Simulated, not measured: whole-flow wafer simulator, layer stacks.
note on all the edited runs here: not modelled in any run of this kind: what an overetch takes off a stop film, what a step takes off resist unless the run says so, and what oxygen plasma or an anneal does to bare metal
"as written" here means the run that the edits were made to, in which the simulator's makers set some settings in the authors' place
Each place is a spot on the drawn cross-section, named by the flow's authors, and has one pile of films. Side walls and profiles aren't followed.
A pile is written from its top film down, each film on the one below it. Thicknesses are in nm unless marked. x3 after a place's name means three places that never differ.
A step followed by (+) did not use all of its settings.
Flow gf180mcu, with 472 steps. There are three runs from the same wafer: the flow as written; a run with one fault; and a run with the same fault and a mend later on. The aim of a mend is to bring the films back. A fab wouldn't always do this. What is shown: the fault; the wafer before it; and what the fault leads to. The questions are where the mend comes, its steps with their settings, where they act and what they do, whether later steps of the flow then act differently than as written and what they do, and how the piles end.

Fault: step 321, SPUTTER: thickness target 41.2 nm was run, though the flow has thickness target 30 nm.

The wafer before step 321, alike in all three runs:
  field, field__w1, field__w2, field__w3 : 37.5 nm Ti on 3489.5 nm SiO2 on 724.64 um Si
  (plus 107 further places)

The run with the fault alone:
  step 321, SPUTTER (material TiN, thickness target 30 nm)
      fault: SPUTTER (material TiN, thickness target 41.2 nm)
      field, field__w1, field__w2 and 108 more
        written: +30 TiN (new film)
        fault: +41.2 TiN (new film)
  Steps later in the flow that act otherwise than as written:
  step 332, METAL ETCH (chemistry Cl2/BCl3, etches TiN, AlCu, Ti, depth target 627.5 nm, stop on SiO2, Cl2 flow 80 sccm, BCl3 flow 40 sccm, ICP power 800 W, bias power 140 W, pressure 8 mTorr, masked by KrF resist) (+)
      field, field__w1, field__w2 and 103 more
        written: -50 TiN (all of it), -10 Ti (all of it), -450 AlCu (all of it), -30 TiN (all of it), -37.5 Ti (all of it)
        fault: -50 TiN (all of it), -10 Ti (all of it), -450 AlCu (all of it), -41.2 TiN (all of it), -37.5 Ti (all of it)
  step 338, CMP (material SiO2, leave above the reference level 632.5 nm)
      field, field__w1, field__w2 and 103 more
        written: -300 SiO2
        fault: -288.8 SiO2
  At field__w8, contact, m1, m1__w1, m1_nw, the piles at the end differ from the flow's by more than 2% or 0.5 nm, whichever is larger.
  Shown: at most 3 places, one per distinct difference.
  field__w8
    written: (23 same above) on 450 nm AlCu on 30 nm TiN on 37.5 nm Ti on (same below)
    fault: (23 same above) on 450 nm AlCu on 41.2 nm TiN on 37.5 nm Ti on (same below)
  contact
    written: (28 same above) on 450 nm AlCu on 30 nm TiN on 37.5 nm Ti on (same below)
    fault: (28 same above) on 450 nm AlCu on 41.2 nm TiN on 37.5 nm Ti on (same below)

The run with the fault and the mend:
  The mend stands after step 321.
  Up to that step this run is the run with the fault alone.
  step 321a, METAL ETCH (chemistry Cl2/BCl3, etches TiN, AlCu, Ti, depth target 11.2 nm, Cl2 flow 80 sccm, BCl3 flow 40 sccm, ICP power 800 W, bias power 140 W, pressure 8 mTorr) (a further turn of the flow's step 260, with different settings)
      field, field__w1, field__w2 and 108 more
        -11.2 TiN
  None of the later steps of the flow acts differently than as written at any place that is followed.
  At every place that both follow, the piles at the end match the flow's.
